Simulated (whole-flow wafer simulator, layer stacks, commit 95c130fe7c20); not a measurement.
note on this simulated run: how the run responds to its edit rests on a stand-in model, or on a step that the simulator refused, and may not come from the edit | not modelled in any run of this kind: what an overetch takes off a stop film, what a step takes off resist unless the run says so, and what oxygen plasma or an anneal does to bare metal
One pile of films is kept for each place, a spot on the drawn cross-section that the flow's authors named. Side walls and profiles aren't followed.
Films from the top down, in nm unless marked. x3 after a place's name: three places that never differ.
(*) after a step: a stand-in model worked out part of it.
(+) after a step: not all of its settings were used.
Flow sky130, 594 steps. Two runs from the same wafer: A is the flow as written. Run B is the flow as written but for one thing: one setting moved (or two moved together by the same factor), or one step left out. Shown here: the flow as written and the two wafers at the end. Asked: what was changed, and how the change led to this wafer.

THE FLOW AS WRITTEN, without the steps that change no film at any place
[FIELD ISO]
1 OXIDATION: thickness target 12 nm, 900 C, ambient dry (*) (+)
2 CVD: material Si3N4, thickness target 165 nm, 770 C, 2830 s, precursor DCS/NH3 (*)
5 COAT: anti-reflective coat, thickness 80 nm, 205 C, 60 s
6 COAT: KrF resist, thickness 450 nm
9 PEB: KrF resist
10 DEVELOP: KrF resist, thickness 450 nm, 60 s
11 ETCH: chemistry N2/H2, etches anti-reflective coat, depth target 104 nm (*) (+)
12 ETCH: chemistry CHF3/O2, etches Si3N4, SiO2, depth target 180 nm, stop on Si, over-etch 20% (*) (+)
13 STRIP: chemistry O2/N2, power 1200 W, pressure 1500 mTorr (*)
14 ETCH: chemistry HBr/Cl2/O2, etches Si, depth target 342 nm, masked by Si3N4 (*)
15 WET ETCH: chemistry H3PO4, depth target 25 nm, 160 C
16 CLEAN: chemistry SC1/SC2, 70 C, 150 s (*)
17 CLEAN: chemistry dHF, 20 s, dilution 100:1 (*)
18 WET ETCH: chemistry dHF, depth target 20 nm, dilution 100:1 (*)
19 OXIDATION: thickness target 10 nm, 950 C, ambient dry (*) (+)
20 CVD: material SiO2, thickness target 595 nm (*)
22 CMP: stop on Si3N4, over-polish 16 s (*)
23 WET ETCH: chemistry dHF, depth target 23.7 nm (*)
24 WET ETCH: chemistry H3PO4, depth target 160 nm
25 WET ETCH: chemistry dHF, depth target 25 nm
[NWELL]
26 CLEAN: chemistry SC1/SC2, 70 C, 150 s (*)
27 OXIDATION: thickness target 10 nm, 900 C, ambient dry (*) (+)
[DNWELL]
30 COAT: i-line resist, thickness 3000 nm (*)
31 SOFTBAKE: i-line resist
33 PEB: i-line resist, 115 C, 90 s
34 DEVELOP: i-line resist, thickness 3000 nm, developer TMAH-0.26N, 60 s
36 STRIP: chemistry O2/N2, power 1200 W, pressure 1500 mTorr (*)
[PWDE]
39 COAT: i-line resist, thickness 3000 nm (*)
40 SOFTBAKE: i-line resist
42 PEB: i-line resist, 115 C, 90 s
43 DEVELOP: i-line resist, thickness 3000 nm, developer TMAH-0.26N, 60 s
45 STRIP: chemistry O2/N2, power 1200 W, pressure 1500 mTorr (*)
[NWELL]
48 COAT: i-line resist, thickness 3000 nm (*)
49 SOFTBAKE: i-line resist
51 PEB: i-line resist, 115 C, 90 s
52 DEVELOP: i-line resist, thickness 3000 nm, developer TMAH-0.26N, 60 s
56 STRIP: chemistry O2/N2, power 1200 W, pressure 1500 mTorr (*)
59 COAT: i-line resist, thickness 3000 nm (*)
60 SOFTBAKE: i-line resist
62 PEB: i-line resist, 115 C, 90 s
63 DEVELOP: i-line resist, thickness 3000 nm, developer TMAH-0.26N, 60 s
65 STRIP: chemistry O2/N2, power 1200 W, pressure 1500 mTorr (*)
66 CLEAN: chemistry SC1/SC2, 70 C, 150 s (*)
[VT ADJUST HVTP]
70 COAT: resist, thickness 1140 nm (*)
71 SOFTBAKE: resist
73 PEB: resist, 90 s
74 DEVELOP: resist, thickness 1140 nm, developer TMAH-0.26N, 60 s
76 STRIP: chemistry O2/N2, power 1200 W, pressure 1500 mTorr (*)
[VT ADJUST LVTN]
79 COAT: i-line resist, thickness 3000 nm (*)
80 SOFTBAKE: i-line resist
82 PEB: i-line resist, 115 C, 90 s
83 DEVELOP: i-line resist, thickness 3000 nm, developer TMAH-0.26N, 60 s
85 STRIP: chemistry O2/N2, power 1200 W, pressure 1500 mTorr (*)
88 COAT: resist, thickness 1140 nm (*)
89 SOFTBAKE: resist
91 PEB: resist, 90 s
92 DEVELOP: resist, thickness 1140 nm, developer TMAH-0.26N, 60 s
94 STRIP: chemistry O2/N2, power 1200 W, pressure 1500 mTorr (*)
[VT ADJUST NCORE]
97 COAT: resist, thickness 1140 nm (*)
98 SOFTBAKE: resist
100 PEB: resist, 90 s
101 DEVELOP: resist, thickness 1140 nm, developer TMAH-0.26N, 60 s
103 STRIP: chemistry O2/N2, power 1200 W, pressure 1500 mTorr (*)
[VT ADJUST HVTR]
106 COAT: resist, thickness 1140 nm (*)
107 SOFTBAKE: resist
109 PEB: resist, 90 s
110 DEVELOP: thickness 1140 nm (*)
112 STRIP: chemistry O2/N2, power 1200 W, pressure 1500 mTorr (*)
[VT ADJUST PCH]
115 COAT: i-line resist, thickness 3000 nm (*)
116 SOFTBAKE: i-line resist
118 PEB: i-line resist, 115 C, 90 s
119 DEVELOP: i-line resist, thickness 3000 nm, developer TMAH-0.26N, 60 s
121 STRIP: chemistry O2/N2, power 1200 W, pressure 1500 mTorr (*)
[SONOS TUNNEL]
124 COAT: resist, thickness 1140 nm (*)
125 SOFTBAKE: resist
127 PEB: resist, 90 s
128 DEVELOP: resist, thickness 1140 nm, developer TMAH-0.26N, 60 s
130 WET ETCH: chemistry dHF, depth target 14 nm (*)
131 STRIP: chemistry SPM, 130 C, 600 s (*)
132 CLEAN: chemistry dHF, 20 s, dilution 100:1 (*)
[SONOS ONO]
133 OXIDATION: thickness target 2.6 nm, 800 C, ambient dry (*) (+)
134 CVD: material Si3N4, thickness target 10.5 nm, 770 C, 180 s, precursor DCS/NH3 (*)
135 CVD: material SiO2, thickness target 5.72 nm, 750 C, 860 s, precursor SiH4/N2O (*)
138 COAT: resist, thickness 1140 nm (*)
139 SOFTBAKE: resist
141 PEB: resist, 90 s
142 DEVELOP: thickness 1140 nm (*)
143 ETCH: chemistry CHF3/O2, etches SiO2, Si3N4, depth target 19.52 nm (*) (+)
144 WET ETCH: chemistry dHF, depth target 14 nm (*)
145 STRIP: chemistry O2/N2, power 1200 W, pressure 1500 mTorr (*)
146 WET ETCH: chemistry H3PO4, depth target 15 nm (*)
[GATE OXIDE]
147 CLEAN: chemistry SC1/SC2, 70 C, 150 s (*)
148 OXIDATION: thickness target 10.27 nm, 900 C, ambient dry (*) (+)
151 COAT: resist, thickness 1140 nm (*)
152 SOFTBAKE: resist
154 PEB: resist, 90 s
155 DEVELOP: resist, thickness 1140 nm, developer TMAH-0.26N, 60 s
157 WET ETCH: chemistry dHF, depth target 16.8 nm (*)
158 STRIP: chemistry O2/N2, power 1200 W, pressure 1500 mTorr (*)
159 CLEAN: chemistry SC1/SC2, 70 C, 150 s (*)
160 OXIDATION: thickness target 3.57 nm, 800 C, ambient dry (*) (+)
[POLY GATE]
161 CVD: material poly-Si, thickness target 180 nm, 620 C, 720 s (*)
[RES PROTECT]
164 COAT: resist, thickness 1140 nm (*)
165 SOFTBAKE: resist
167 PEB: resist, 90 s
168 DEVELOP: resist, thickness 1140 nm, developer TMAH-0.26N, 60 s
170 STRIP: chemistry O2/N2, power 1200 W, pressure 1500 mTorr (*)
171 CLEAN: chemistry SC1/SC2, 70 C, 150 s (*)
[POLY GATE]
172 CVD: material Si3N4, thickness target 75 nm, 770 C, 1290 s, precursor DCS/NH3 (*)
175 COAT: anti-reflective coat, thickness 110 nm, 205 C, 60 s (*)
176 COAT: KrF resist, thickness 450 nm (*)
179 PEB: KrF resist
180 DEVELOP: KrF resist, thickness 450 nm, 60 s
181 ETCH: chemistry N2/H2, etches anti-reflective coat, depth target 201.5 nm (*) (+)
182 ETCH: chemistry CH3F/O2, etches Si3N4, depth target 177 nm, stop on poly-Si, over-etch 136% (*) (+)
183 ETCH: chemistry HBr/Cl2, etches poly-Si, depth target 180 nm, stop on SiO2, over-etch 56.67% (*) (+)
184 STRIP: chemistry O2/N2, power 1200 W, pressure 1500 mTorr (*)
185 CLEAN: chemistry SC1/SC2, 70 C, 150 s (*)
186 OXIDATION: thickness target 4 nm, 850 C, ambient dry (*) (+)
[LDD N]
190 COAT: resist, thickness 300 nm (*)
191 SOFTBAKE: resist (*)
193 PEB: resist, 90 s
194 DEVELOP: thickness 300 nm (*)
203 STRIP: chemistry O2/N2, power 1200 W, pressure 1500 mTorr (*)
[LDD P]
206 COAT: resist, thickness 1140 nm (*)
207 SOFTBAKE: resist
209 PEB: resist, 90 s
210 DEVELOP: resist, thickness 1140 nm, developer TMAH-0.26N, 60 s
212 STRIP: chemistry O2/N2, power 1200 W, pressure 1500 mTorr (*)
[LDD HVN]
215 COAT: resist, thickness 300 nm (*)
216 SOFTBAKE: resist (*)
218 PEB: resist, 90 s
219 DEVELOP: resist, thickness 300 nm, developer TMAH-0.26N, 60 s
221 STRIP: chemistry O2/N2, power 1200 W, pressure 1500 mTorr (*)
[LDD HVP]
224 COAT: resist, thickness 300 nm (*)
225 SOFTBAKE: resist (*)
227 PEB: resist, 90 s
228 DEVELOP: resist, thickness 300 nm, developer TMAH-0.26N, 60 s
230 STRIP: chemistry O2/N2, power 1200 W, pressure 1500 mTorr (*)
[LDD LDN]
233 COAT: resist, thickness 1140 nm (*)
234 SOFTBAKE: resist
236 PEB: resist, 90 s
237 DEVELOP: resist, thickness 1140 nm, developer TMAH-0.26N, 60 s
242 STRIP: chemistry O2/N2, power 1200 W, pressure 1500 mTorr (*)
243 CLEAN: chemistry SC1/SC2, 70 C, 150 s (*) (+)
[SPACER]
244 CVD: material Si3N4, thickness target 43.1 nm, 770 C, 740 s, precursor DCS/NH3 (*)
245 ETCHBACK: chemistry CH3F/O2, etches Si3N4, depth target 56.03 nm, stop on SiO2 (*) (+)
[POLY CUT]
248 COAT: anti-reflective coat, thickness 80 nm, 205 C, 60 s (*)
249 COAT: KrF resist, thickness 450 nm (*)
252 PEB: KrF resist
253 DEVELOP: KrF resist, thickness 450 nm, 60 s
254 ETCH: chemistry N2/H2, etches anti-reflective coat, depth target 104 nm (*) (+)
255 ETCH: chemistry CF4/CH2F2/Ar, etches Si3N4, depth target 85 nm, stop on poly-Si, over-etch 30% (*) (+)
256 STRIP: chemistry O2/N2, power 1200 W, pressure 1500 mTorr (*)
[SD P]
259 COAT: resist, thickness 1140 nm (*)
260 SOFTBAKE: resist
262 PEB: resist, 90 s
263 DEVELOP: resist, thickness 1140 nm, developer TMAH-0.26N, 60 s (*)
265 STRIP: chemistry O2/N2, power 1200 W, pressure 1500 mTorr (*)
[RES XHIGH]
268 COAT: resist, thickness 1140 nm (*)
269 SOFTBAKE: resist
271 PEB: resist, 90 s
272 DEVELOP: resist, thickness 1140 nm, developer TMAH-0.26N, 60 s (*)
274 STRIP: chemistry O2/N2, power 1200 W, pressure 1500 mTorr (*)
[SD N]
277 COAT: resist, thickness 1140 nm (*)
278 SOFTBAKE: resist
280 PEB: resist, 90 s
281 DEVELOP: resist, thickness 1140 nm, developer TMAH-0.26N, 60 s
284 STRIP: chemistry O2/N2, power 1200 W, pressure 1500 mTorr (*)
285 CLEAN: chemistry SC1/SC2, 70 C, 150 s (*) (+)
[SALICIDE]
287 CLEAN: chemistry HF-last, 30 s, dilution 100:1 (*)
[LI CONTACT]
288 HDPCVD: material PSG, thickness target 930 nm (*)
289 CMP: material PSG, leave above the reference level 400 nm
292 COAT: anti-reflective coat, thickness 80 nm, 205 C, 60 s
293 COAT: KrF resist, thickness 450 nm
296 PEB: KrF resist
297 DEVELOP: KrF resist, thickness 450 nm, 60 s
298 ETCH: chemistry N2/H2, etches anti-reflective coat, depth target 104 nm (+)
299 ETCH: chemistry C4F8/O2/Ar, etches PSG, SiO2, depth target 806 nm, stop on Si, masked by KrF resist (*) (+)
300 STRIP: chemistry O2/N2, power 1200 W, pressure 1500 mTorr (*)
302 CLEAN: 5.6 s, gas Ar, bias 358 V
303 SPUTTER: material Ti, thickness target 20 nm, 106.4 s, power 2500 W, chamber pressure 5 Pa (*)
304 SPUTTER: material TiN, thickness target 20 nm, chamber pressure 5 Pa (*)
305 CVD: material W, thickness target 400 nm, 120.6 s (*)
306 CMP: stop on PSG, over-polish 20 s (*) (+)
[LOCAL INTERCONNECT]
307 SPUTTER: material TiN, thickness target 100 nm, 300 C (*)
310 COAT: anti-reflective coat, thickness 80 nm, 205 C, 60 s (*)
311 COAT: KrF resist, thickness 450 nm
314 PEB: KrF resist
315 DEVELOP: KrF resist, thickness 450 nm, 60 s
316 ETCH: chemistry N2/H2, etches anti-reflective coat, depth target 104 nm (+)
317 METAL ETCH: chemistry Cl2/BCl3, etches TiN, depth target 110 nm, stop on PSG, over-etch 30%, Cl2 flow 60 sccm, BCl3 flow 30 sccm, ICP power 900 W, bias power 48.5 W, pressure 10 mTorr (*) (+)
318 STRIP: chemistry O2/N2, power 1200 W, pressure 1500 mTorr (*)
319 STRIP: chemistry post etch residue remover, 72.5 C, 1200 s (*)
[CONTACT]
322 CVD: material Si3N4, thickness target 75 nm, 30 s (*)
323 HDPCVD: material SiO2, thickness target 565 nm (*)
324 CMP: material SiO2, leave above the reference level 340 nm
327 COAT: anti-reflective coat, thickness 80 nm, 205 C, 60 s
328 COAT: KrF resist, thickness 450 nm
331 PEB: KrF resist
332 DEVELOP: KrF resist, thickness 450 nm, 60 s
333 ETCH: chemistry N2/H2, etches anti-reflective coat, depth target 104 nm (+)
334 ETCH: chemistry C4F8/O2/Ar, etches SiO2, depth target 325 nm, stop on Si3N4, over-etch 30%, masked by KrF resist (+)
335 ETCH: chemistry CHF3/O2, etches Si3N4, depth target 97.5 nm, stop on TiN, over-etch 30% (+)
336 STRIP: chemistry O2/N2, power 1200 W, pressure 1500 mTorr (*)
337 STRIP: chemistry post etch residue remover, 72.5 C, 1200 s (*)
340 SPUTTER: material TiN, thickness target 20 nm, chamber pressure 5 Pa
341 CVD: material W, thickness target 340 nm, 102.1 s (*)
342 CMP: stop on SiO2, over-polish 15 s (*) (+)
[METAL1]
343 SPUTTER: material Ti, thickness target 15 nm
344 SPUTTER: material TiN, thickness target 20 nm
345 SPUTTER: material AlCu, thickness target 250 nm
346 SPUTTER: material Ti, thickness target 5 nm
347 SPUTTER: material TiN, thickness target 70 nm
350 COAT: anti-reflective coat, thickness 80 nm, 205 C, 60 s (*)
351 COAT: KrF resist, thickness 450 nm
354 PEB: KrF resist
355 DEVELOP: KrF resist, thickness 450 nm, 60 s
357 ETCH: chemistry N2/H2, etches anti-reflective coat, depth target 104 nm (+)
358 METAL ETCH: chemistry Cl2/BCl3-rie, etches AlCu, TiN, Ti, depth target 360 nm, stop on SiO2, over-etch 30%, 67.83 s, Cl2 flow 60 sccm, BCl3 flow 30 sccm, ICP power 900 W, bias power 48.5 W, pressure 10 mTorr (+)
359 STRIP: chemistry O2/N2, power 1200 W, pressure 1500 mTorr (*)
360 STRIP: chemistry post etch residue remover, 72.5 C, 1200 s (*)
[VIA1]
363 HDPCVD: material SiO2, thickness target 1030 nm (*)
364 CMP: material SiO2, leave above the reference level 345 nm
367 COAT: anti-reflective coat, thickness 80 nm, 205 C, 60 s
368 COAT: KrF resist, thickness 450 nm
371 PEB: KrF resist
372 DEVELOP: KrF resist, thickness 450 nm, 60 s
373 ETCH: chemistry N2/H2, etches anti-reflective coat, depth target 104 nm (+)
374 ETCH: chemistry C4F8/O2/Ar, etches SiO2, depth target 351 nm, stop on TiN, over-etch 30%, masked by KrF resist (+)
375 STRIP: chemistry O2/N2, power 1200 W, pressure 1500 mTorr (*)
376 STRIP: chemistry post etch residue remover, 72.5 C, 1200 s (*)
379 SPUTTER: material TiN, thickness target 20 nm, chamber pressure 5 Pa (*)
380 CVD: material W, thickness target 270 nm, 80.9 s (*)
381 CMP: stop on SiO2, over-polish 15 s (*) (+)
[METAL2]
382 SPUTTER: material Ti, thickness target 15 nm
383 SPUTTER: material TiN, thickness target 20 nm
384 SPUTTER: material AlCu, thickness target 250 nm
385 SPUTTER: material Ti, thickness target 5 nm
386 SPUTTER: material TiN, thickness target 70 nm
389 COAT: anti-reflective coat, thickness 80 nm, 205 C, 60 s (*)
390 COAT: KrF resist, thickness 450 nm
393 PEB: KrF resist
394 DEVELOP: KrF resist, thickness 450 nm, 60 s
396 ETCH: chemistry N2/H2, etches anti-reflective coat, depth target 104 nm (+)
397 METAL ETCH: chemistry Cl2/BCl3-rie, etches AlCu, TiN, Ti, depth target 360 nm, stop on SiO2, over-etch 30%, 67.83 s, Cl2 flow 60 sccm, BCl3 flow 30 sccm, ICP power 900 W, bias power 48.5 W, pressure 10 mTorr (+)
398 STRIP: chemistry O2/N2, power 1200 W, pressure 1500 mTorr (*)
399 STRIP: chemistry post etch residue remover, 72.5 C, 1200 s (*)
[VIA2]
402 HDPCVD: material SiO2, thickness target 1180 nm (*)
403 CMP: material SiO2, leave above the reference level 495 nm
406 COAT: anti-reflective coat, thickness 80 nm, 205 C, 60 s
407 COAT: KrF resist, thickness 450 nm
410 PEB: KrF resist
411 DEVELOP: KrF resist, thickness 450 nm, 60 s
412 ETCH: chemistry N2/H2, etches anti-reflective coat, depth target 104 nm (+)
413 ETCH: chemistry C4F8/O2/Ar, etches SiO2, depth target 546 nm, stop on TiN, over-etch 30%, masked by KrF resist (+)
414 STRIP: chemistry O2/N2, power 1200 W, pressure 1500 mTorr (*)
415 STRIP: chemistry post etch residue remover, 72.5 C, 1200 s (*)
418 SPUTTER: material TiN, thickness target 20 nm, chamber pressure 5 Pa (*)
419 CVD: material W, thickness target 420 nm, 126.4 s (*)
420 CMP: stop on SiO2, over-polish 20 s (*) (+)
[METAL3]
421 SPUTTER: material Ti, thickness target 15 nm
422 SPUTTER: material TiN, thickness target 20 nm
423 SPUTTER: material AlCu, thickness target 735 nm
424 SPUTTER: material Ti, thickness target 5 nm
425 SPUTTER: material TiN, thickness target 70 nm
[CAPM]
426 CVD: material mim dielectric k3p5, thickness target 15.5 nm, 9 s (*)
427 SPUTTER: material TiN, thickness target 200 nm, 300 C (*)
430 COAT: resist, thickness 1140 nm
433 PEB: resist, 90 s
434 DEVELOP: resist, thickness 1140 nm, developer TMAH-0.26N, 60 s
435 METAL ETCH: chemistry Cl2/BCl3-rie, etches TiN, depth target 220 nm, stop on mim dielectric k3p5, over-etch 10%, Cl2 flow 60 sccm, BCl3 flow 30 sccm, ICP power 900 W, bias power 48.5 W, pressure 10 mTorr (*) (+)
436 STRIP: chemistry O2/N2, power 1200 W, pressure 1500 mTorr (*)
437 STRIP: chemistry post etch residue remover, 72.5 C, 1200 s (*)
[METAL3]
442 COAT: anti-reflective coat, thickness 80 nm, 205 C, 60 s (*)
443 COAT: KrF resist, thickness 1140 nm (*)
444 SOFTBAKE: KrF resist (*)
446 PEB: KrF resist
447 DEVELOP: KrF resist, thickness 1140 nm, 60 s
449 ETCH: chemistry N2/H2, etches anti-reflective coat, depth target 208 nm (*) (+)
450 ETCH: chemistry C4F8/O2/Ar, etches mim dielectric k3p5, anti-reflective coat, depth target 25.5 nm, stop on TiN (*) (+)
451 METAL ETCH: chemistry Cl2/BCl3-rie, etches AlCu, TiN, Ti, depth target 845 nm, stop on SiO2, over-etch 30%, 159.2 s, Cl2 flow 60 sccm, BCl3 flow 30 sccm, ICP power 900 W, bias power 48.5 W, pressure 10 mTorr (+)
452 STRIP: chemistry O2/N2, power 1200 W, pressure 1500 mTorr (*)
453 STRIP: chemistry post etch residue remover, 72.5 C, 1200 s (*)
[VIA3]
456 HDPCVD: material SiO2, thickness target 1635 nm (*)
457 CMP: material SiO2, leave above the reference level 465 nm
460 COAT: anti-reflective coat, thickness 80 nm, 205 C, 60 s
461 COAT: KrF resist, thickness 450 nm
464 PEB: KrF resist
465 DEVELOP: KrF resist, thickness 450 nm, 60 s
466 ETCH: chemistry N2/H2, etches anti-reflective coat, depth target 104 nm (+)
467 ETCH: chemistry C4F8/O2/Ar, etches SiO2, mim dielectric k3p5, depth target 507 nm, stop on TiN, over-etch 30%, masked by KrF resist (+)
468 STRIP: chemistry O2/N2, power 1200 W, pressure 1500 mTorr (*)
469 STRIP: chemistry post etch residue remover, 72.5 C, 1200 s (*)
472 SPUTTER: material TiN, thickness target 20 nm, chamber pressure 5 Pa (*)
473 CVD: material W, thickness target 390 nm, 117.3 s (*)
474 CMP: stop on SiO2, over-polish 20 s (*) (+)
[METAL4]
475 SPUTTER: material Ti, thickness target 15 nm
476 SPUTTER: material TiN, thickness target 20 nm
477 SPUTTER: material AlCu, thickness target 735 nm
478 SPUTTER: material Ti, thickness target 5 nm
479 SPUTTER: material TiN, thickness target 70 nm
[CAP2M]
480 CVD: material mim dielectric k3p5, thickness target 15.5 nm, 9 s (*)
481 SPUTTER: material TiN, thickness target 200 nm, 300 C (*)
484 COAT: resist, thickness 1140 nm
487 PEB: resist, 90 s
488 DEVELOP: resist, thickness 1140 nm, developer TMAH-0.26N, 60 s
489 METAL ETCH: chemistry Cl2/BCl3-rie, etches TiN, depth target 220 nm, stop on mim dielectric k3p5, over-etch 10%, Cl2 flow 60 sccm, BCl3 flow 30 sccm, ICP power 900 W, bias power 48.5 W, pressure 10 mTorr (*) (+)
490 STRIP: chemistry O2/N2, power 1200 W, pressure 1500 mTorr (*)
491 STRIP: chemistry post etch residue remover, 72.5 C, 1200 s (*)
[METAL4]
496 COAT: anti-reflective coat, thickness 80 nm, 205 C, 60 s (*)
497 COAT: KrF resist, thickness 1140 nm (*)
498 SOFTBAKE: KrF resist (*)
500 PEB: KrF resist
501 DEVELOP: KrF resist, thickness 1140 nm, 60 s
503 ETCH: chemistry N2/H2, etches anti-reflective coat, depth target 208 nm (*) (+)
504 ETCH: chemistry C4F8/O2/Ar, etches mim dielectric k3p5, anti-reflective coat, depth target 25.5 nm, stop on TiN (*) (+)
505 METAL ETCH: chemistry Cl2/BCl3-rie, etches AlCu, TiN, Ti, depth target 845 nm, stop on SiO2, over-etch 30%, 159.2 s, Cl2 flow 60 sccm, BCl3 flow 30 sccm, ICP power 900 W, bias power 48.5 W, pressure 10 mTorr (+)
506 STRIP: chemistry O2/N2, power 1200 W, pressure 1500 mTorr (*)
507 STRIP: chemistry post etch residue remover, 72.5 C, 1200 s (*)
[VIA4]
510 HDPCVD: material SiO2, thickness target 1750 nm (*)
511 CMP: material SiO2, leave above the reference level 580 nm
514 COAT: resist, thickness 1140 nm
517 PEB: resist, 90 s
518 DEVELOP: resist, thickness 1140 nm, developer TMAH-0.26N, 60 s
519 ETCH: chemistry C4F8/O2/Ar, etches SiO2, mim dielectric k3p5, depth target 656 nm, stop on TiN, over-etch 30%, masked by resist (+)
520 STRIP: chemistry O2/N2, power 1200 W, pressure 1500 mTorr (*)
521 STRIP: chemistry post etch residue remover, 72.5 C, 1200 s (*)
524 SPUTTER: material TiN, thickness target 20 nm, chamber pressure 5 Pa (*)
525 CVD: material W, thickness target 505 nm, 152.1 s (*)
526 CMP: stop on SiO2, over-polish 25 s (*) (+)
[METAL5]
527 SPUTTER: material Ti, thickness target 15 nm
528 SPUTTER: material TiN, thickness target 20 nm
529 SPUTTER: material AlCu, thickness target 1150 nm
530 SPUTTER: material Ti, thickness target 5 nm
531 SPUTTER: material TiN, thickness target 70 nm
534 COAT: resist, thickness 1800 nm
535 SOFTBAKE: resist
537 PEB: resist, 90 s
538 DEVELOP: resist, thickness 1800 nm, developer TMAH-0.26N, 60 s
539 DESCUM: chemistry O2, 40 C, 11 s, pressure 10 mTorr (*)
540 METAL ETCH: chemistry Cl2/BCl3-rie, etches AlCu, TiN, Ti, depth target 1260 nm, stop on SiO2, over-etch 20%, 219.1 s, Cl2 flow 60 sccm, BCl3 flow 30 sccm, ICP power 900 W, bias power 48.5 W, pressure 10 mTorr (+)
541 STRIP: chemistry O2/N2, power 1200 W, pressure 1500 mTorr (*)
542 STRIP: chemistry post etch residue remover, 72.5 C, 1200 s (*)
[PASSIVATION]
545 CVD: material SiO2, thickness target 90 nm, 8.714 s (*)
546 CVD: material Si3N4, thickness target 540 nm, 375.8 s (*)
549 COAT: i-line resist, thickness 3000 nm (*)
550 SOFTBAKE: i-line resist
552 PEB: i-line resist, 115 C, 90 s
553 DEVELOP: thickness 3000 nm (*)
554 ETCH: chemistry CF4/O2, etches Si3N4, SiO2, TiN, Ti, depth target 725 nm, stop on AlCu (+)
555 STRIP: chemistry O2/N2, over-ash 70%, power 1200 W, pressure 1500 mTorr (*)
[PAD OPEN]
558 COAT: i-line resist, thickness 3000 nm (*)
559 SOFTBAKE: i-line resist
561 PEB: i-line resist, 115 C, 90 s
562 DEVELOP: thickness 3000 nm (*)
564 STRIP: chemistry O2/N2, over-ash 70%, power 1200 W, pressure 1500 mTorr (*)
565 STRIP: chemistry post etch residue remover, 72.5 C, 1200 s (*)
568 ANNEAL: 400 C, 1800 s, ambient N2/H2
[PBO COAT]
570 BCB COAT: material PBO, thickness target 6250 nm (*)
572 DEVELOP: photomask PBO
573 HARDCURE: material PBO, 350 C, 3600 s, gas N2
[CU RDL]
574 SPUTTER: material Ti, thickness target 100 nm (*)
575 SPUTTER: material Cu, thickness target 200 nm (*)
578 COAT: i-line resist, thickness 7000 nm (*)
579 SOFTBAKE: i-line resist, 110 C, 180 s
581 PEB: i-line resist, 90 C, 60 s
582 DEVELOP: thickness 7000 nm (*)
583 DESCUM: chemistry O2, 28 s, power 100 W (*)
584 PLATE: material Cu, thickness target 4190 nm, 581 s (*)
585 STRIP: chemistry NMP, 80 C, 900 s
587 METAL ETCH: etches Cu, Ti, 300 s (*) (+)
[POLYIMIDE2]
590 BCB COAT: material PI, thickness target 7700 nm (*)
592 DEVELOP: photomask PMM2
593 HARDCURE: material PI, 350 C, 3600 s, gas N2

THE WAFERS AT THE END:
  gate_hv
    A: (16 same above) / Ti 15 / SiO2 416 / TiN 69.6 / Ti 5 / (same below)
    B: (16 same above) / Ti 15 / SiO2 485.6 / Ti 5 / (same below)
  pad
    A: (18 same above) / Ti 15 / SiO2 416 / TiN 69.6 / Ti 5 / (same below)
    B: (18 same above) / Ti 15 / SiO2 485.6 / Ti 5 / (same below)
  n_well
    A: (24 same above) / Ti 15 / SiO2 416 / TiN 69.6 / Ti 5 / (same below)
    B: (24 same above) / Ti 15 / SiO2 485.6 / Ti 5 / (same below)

The cause: step 386, SPUTTER: material TiN, thickness target 70 nm, was left out.

How the change led to this, step by step:
  396 ETCH: chemistry N2/H2, etches anti-reflective coat, depth target 104 nm (+)
      iso_guard, vpp_sp, vpp_guard and 75 more: A anti-reflective coat -80 (all of it), TiN -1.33 | B anti-reflective coat -80 (all of it)
      field, active, spacer, sonos_cell, sonos_guard_hv: A anti-reflective coat -79.9 (all of it), TiN -1.34 | B anti-reflective coat -79.9 (all of it)
      (and at 2 more places)
  397 METAL ETCH: chemistry Cl2/BCl3-rie, etches AlCu, TiN, Ti, depth target 360 nm, stop on SiO2, over-etch 30%, 67.83 s, Cl2 flow 60 sccm, BCl3 flow 30 sccm, ICP power 900 W, bias power 48.5 W, pressure 10 mTorr (+)
      field, active, gate and 82 more: A TiN -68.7 (all of it), Ti -5 (all of it), AlCu -250 (all of it), TiN -20 (all of it), Ti -15 (all of it), SiO2 -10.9 | B Ti -5 (all of it), AlCu -250 (all of it), TiN -20 (all of it), Ti -15 (all of it), SiO2 -17.8
  403 CMP: material SiO2, leave above the reference level 495 nm
      n_well, p_well, gate_hv and 101 more: A SiO2 -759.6 | B SiO2 -690
      m1, via1_hole: A SiO2 -759.1 | B SiO2 -689.5
  413 ETCH: chemistry C4F8/O2/Ar, etches SiO2, depth target 546 nm, stop on TiN, over-etch 30%, masked by KrF resist (+)
      m1: A SiO2 -420.3 (all of it) | B SiO2 -489.9 (all of it), Ti -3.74
      via2_hole: A SiO2 -419.8 (all of it) | B SiO2 -489.4 (all of it), Ti -3.77
  418 SPUTTER: material TiN, thickness target 20 nm, chamber pressure 5 Pa (*)
      m1: A TiN +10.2 | B TiN +9.24 (new film)
      via2_hole: A TiN +10.2 | B TiN +9.25 (new film)
  419 CVD: material W, thickness target 420 nm, 126.4 s (*)
      m1: A W +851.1 (new film) | B W +925 (new film)
      via2_hole: A W +850.7 (new film) | B W +924.5 (new film)
